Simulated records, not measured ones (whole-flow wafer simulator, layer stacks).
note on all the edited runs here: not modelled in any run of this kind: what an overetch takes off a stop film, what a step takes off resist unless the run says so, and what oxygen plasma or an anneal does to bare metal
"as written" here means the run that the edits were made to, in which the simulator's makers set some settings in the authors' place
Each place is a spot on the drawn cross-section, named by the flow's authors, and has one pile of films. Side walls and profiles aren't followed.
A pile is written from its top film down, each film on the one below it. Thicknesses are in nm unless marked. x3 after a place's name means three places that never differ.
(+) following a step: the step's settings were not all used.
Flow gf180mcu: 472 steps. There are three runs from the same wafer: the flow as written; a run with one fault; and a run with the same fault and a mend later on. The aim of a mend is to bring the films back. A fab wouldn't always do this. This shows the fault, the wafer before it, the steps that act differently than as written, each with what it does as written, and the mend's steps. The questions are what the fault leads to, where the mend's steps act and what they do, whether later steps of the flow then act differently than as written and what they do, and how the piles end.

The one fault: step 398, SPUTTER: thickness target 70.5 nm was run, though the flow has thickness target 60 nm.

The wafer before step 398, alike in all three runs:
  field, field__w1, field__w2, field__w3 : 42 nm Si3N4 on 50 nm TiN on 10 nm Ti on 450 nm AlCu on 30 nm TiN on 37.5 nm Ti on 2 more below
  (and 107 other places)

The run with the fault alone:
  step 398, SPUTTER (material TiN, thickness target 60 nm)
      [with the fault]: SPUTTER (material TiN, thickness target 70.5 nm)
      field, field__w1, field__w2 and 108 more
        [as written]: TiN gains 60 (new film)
        [with the fault]: TiN gains 70.5 (new film)
  Steps later in the flow that act otherwise than as written (not shown: 8 more steps that differ only slightly, by at most 2% or 0.5 nm, whichever is larger):
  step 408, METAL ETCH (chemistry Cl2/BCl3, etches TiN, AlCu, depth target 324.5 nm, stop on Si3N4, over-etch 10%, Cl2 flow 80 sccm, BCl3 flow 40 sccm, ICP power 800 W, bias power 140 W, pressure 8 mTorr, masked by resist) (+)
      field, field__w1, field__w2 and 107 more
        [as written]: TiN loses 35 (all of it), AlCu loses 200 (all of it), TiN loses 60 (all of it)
        [with the fault]: TiN loses 35 (all of it), AlCu loses 200 (all of it), TiN loses 70.5 (all of it)
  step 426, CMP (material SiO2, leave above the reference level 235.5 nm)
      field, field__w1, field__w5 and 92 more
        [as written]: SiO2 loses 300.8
        [with the fault]: SiO2 loses 290.3
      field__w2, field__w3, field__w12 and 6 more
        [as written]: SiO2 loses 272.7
        [with the fault]: SiO2 loses 262.2
  The piles end different from the flow's at mim by more than 2% or 0.5 nm, whichever is larger.
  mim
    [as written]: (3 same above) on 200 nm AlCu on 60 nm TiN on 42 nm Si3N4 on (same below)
    [with the fault]: (3 same above) on 200 nm AlCu on 70.5 nm TiN on 42 nm Si3N4 on (same below)

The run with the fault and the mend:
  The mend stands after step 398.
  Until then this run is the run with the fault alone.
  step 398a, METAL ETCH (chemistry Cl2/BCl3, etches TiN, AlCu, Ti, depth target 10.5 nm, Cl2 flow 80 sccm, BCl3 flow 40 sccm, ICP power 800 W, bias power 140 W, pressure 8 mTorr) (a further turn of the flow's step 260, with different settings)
      field, field__w1, field__w2 and 108 more
        TiN loses 10.5
  Later steps of the flow that are run all act as written at every place that is followed.
  By the end, the piles equal the flow's at every place that both follow.
